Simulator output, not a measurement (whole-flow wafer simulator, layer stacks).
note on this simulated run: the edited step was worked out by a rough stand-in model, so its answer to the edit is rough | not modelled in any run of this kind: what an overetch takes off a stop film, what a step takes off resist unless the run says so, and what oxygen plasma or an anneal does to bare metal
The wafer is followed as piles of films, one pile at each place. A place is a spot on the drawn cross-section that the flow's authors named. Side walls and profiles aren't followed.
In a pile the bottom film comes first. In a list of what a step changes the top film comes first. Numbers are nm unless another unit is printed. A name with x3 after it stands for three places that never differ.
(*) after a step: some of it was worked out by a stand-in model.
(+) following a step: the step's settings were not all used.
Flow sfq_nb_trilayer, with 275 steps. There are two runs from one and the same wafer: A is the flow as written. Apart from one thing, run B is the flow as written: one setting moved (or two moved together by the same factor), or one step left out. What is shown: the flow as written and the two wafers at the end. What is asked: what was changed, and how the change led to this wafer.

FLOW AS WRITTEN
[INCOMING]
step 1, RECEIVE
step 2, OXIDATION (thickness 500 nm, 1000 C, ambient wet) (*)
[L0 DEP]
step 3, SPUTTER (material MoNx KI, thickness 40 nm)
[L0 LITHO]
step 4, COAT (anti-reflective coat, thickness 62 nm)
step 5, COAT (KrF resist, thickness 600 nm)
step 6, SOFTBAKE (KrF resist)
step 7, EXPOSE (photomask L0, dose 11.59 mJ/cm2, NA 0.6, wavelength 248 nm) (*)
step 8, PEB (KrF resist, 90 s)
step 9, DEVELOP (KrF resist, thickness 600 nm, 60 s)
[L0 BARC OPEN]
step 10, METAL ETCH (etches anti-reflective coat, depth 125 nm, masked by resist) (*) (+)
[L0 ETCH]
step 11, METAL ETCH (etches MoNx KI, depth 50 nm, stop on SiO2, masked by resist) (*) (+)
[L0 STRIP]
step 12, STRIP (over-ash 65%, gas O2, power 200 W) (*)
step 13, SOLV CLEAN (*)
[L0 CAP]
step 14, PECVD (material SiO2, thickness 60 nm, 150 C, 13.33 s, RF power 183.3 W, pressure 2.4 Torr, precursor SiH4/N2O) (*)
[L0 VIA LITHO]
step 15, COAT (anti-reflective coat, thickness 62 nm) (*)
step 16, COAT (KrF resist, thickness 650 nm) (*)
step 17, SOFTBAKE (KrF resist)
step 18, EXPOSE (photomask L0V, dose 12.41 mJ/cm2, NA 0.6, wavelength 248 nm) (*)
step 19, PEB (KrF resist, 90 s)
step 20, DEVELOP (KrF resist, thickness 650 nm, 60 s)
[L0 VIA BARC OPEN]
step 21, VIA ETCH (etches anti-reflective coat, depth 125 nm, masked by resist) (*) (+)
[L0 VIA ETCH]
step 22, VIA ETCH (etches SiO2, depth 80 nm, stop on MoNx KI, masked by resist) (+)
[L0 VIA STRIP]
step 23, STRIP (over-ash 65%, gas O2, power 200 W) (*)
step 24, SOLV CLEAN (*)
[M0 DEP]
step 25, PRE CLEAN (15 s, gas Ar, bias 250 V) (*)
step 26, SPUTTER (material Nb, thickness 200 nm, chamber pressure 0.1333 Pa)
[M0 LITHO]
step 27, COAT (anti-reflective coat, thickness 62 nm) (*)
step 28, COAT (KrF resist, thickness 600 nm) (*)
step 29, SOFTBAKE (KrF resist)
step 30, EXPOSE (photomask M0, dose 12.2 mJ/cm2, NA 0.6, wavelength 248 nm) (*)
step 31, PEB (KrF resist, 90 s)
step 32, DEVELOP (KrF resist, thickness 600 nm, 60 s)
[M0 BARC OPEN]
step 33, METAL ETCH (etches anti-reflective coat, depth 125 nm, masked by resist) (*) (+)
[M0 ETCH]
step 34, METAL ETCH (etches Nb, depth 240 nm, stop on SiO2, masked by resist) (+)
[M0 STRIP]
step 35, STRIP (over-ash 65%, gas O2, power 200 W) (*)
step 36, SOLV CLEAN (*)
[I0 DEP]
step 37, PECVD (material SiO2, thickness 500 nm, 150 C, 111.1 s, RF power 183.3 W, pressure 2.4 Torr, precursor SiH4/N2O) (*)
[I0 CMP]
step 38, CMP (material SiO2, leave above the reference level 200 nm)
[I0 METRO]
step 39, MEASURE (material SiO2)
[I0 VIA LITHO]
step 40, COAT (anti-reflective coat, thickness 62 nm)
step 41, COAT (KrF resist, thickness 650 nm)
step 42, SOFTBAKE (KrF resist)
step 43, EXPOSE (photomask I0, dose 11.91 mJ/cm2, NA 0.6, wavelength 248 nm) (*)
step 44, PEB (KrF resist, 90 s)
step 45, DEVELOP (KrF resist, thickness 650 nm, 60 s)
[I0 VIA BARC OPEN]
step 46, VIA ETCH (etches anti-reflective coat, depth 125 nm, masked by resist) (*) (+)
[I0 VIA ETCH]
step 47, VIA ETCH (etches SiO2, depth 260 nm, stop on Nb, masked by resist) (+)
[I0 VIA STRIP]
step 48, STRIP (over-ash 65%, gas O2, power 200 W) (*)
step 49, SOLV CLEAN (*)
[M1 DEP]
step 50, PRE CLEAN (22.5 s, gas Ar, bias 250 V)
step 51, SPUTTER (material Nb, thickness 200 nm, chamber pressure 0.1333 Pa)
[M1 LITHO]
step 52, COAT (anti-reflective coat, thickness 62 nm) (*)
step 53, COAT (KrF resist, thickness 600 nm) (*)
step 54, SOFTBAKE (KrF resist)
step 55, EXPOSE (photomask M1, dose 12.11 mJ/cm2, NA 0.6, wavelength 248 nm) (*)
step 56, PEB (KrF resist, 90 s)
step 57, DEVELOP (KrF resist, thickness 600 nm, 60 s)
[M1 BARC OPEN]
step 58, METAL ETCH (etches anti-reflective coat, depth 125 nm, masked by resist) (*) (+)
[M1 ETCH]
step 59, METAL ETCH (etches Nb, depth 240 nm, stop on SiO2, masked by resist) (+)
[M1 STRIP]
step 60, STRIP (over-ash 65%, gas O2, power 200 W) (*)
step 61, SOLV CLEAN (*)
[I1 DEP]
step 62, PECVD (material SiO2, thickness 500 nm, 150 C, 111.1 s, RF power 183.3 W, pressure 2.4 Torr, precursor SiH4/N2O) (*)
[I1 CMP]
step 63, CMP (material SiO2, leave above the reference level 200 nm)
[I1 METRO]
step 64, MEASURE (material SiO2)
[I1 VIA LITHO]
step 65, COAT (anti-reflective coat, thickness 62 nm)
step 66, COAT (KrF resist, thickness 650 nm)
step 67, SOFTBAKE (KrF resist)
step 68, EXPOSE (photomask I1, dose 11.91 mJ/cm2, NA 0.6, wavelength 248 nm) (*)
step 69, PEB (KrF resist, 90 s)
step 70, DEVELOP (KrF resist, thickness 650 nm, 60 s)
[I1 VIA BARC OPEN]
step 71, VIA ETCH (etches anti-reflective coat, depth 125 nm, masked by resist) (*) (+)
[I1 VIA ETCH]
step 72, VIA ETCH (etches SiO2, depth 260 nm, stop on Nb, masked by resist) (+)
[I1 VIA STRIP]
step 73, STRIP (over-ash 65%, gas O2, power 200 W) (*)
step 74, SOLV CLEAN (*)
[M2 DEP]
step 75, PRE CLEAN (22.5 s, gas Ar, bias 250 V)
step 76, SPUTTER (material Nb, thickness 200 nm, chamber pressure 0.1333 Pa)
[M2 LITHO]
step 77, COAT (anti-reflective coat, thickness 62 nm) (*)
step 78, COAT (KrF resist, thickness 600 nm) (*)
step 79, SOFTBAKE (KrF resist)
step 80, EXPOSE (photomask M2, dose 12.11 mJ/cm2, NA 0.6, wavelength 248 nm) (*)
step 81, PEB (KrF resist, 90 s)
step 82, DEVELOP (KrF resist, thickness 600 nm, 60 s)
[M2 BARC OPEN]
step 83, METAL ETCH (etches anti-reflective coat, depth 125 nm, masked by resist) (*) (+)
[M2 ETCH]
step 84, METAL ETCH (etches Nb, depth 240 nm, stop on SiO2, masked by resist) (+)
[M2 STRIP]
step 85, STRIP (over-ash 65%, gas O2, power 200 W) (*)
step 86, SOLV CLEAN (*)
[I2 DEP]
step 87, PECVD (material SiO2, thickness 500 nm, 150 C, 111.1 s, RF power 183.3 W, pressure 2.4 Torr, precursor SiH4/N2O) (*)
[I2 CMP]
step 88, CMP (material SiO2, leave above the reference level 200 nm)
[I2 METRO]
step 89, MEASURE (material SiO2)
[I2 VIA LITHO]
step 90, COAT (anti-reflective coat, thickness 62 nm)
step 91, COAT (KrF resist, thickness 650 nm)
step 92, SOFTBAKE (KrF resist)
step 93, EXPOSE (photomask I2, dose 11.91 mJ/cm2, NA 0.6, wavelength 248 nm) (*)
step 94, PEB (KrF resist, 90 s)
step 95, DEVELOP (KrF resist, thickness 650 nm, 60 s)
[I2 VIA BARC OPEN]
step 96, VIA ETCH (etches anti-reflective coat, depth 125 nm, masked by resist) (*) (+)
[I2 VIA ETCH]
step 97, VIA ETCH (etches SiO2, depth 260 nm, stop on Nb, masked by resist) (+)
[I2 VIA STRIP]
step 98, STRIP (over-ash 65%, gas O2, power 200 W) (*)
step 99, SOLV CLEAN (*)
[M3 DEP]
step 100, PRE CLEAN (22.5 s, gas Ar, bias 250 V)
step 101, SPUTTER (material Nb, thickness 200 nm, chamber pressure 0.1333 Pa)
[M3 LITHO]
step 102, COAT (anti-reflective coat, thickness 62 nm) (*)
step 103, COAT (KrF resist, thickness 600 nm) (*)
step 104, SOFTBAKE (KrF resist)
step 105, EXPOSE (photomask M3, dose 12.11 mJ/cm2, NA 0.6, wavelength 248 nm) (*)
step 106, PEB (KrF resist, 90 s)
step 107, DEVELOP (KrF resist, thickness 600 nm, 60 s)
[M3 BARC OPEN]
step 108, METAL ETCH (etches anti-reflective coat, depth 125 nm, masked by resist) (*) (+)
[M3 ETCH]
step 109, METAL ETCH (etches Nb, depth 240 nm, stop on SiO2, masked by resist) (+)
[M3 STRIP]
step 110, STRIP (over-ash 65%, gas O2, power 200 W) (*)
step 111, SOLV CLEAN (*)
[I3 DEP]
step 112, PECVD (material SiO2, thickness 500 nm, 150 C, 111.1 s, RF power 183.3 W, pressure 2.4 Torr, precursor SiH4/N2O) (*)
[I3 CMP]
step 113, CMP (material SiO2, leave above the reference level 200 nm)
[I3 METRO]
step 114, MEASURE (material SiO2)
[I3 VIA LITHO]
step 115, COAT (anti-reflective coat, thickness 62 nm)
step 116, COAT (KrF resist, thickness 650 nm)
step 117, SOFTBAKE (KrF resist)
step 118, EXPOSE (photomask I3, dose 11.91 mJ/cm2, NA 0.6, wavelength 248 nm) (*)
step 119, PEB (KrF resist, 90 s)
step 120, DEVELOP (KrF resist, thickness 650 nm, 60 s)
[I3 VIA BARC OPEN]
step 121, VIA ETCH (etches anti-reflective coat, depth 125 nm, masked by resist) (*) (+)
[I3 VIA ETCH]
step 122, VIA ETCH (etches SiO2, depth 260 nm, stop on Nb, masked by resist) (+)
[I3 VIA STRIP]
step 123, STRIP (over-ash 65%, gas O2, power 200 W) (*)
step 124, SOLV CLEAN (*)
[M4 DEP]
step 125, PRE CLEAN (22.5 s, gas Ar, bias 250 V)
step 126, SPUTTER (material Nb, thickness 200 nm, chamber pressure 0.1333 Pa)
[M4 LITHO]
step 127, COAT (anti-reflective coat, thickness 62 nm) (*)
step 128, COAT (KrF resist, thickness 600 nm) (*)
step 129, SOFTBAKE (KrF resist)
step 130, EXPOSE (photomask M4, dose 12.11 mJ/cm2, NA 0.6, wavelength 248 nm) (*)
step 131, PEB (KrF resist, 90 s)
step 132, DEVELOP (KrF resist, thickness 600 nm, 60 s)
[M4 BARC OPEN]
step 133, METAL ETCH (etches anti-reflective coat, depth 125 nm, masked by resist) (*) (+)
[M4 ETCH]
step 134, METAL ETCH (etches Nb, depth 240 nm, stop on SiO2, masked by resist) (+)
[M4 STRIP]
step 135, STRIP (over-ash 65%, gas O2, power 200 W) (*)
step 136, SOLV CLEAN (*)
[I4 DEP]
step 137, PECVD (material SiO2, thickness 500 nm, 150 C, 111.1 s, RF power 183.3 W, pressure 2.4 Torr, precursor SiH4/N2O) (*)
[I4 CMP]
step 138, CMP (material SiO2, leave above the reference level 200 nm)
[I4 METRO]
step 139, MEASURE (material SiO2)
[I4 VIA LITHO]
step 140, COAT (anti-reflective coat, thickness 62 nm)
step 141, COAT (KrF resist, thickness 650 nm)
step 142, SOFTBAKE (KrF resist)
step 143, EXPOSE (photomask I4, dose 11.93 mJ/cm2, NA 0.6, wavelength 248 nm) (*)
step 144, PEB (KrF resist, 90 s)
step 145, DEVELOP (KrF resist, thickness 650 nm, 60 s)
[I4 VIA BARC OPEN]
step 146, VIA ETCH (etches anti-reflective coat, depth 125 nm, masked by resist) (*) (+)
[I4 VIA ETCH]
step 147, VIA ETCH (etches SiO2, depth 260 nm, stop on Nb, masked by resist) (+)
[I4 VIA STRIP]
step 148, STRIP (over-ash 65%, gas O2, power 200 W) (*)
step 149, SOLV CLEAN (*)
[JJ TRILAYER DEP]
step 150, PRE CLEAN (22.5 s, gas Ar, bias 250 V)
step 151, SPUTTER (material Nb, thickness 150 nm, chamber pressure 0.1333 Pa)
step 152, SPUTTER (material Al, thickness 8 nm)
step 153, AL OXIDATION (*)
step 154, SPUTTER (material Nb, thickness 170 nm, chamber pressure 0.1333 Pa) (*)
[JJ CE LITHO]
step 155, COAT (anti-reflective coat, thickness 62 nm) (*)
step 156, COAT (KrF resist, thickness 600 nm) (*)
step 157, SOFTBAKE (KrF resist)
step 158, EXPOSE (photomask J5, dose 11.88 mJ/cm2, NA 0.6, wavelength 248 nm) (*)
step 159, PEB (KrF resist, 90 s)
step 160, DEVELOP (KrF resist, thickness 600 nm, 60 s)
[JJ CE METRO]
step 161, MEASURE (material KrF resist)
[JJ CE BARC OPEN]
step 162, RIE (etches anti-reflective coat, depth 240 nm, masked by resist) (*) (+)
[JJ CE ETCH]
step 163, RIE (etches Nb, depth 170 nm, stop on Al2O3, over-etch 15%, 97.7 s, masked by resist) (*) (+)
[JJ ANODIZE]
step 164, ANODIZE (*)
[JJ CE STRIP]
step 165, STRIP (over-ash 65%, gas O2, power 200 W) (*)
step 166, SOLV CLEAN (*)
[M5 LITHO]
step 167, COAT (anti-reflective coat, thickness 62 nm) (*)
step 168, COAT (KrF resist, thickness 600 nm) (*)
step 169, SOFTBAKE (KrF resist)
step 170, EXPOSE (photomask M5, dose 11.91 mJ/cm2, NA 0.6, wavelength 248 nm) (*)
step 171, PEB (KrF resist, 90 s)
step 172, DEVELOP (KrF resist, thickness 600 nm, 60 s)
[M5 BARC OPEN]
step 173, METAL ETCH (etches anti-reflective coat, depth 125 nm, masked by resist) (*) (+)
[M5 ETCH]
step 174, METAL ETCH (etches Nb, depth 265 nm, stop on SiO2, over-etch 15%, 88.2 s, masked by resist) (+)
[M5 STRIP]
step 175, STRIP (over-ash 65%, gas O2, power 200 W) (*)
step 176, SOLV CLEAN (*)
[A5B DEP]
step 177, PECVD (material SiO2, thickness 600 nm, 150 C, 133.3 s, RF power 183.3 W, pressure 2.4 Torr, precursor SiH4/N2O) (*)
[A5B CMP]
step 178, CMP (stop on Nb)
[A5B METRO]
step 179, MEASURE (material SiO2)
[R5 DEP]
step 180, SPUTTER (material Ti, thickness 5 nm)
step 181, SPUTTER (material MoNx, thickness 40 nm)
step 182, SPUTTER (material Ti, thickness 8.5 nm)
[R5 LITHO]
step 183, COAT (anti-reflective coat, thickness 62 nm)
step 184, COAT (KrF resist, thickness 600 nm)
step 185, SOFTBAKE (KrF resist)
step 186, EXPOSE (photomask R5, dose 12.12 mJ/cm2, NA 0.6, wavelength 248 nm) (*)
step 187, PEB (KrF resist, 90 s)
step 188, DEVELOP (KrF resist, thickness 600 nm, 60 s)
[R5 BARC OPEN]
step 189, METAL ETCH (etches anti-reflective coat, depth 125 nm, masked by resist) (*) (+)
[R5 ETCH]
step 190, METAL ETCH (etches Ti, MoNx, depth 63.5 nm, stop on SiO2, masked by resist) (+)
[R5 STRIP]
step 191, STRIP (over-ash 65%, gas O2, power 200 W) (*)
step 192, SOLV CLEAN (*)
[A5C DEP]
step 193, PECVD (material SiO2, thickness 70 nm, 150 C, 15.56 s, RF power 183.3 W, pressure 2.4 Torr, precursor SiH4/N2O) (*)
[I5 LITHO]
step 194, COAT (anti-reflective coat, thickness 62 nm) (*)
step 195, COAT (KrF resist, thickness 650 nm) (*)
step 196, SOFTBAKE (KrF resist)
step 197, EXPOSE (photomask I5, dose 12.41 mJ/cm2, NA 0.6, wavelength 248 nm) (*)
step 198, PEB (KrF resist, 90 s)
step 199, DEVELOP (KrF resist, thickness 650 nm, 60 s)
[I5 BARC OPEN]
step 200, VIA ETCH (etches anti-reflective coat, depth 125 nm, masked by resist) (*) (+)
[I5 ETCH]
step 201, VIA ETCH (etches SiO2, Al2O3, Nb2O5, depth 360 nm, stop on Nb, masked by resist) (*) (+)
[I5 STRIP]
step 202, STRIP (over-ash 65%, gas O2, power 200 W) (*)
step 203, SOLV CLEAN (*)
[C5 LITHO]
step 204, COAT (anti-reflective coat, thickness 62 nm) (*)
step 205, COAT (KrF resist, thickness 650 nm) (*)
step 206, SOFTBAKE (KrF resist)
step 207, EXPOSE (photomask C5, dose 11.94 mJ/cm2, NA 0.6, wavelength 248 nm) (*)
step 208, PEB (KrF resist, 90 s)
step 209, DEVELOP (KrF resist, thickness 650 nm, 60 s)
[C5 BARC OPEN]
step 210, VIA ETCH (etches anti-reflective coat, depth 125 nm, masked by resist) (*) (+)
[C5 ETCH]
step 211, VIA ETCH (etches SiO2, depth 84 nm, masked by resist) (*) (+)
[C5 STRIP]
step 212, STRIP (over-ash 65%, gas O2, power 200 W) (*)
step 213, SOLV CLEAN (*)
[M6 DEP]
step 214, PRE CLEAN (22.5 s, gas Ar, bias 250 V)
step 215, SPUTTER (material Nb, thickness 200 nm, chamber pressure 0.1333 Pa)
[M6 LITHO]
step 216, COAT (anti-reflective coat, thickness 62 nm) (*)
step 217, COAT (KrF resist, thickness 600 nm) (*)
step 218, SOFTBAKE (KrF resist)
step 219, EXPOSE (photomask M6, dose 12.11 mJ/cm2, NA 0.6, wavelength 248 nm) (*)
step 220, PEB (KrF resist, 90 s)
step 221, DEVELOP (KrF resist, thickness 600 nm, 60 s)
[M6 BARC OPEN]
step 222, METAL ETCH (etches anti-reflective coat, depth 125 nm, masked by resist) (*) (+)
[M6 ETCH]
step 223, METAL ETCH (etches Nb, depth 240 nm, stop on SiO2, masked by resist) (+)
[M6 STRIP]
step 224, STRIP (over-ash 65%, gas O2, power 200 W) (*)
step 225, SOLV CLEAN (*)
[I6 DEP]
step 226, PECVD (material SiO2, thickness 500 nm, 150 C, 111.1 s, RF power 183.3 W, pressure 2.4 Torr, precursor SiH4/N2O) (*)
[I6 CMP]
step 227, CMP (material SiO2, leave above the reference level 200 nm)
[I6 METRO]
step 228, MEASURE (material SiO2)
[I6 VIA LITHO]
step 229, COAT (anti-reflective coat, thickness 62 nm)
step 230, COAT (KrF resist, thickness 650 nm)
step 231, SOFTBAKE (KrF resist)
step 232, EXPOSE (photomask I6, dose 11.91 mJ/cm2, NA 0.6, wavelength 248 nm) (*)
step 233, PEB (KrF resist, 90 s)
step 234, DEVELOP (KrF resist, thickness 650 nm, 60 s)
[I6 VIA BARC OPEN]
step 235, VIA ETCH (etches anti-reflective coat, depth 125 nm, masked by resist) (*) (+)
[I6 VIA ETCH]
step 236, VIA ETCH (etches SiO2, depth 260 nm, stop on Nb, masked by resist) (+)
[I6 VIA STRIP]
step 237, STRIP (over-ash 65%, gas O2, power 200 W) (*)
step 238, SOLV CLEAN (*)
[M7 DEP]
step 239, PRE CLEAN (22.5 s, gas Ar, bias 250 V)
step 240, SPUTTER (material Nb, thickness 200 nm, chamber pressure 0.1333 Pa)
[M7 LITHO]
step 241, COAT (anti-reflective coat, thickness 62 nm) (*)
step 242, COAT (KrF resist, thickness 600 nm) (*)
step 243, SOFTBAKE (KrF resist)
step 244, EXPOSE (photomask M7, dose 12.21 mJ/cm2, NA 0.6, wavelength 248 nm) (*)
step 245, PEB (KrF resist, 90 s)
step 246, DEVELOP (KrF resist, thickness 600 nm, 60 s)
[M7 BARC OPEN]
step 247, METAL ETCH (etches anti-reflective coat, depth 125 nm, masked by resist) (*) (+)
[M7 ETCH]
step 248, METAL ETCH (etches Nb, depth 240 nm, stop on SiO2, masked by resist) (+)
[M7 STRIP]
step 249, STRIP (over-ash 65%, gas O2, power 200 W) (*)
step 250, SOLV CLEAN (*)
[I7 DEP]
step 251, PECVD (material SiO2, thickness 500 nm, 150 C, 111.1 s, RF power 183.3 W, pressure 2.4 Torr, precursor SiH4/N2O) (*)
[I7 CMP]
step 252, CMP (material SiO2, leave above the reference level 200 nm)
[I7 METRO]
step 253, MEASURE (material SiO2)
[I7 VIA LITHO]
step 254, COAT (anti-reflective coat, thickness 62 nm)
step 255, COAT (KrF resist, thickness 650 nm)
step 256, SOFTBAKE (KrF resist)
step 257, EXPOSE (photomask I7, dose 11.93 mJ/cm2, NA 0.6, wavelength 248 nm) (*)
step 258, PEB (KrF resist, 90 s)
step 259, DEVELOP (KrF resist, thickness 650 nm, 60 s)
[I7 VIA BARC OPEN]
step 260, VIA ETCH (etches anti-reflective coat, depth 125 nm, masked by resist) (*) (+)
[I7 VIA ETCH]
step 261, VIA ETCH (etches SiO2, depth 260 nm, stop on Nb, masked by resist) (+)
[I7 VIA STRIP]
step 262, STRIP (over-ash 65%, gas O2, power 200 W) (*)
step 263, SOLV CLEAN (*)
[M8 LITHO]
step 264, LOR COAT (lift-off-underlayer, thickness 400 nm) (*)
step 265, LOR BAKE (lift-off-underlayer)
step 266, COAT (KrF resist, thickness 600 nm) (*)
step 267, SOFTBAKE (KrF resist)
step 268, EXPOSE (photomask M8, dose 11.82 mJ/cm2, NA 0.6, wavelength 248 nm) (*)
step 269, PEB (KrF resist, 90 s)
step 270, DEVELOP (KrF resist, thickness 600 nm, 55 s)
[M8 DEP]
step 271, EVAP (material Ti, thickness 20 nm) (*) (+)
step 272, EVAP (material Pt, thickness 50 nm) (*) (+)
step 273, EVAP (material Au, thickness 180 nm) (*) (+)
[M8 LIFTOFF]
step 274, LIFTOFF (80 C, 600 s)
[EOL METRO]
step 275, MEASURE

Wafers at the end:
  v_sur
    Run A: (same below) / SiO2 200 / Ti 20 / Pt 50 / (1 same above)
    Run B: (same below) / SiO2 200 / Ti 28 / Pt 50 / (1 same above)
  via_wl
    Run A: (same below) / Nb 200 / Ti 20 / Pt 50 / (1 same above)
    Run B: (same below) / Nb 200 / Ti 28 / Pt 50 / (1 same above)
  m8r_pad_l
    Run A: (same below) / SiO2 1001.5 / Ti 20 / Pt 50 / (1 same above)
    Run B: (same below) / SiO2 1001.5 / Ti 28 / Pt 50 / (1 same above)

The reason: step 271, EVAP: thickness 28 nm was run, though the flow has thickness 20 nm.
One can read it off the wafer: v_sur has Ti 28, and step 271 as written asks for 20 nm.

The path from the change to this, step by step:
  step 271, EVAP (material Ti, thickness 20 nm) (*) (+)
      field_l, v_sur, via_wl and 103 more: A Ti gains 20 (new film) | B Ti gains 28 (new film)
  step 274, LIFTOFF (80 C, 600 s)
      p4_fl, p4_fm, p4_w1 and 71 more: A Au loses 180 (all of it), Pt loses 50 (all of it), Ti loses 20 (all of it), KrF resist loses 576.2 (all of it), lift-off-underlayer loses 400 (all of it) | B Au loses 180 (all of it), Pt loses 50 (all of it), Ti loses 28 (all of it), KrF resist loses 576.2 (all of it), lift-off-underlayer loses 400 (all of it)
      c5j, ce_r: A Au loses 180 (all of it), Pt loses 50 (all of it), Ti loses 20 (all of it), KrF resist loses 573.3 (all of it), lift-off-underlayer loses 399.3 (all of it) | B Au loses 180 (all of it), Pt loses 50 (all of it), Ti loses 28 (all of it), KrF resist loses 573.3 (all of it), lift-off-underlayer loses 399.3 (all of it)
      (as well as at 19 more places)
